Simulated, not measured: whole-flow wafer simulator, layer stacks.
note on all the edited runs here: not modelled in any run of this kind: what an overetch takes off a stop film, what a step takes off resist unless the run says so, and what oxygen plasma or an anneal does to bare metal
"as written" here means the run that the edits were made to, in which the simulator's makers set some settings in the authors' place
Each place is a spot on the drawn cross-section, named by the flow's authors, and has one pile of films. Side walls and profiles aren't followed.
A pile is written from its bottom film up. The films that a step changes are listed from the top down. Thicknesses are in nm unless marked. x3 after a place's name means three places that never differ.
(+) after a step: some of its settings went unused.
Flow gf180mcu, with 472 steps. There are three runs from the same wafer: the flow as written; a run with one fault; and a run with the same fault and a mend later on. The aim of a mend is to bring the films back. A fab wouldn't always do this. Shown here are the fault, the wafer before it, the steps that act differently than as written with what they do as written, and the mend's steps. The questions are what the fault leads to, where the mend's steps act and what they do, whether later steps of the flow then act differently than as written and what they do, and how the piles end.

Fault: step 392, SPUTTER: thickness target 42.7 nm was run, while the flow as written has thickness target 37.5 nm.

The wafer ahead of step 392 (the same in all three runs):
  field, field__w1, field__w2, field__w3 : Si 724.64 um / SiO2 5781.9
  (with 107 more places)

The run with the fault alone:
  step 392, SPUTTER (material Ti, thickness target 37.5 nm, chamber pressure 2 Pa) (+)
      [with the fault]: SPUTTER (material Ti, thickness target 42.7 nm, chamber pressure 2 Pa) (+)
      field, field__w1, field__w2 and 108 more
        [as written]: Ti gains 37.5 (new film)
        [with the fault]: Ti gains 42.7 (new film)
  Later steps of the flow acting differently than as written (1 other step is not shown; it differs only slightly, by no more than 2% or 0.5 nm, whichever is larger):
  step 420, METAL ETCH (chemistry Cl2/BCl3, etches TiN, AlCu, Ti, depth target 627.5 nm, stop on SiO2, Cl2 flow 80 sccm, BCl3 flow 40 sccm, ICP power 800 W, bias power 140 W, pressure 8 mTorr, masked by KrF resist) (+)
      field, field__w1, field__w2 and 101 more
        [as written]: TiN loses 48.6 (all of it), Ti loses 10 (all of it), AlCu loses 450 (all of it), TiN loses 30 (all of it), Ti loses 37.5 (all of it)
        [with the fault]: TiN loses 48.6 (all of it), Ti loses 10 (all of it), AlCu loses 450 (all of it), TiN loses 30 (all of it), Ti loses 42.7 (all of it)
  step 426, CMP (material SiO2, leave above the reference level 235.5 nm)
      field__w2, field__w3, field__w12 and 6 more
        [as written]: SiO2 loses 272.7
        [with the fault]: SiO2 loses 267.2
  At field__w4, field__w8, contact, m1, m1__w1, mim, mim_1p0, m1_nw, the piles at the end differ from the flow's by more than 2% or 0.5 nm, whichever is larger.
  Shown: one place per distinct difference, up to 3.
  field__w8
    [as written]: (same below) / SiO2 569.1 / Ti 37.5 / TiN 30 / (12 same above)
    [with the fault]: (same below) / SiO2 569.1 / Ti 42.7 / TiN 30 / (12 same above)
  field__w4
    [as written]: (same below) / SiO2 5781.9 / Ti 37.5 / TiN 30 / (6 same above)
    [with the fault]: (same below) / SiO2 5781.9 / Ti 42.7 / TiN 30 / (6 same above)
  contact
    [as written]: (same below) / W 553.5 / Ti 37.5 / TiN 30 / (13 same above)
    [with the fault]: (same below) / W 553.5 / Ti 42.7 / TiN 30 / (13 same above)

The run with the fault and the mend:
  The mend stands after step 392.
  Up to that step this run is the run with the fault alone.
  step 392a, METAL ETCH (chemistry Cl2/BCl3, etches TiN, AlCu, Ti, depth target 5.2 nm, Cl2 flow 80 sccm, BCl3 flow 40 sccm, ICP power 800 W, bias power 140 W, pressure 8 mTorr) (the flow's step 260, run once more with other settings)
      field, field__w1, field__w2 and 108 more
        Ti loses 5.2
  Every later step of the flow that is run acts as written at every place that is followed.
  The piles end the same as the flow's at every place that both follow.
